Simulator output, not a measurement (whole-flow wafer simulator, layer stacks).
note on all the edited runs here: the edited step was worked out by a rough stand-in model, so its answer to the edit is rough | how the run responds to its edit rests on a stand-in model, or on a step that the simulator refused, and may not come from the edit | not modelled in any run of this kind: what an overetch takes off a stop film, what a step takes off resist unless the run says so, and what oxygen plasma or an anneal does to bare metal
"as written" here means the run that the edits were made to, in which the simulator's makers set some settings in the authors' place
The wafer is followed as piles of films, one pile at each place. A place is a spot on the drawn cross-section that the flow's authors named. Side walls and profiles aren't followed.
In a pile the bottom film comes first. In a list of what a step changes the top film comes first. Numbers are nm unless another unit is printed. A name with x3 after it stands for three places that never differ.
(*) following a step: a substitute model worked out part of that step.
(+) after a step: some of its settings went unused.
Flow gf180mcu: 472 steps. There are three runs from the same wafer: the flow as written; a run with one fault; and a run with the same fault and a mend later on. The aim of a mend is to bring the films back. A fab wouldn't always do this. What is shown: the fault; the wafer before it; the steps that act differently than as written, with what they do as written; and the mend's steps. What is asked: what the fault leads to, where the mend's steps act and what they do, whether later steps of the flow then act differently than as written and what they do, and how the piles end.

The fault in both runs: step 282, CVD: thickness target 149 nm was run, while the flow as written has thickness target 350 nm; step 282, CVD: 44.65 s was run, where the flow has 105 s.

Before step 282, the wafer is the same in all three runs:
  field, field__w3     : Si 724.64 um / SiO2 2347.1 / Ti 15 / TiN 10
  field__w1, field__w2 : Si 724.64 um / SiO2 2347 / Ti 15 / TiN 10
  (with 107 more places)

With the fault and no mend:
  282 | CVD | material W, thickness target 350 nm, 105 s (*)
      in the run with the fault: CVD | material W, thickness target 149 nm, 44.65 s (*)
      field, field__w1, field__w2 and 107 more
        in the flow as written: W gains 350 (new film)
        in the run with the fault: W gains 150.2 (new film)
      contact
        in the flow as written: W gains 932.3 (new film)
        in the run with the fault: W gains 732.5 (new film)
  Steps further on in the flow that do not act as written:
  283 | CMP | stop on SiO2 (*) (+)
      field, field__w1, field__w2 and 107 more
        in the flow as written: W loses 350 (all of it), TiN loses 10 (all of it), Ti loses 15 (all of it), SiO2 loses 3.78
        in the run with the fault: W loses 150.2 (all of it), TiN loses 10 (all of it), Ti loses 15 (all of it), SiO2 loses 1.77
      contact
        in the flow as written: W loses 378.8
        in the run with the fault: W loses 177
  When the end is reached, the piles differ only a little from the flow's at the places that both follow, at most by 2% or 0.5 nm, whichever is larger.

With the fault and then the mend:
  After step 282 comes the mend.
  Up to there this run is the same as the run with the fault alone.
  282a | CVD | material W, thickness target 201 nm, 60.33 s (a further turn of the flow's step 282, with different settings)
      field, field__w1, field__w2 and 108 more
        W gains 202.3
  Later steps of the flow that are run all act as written at every place that is followed, up to a difference of at most 2% or 0.5 nm, whichever is larger.
  When the end is reached, the piles differ only a little from the flow's at the places that both follow, at most by 2% or 0.5 nm, whichever is larger.
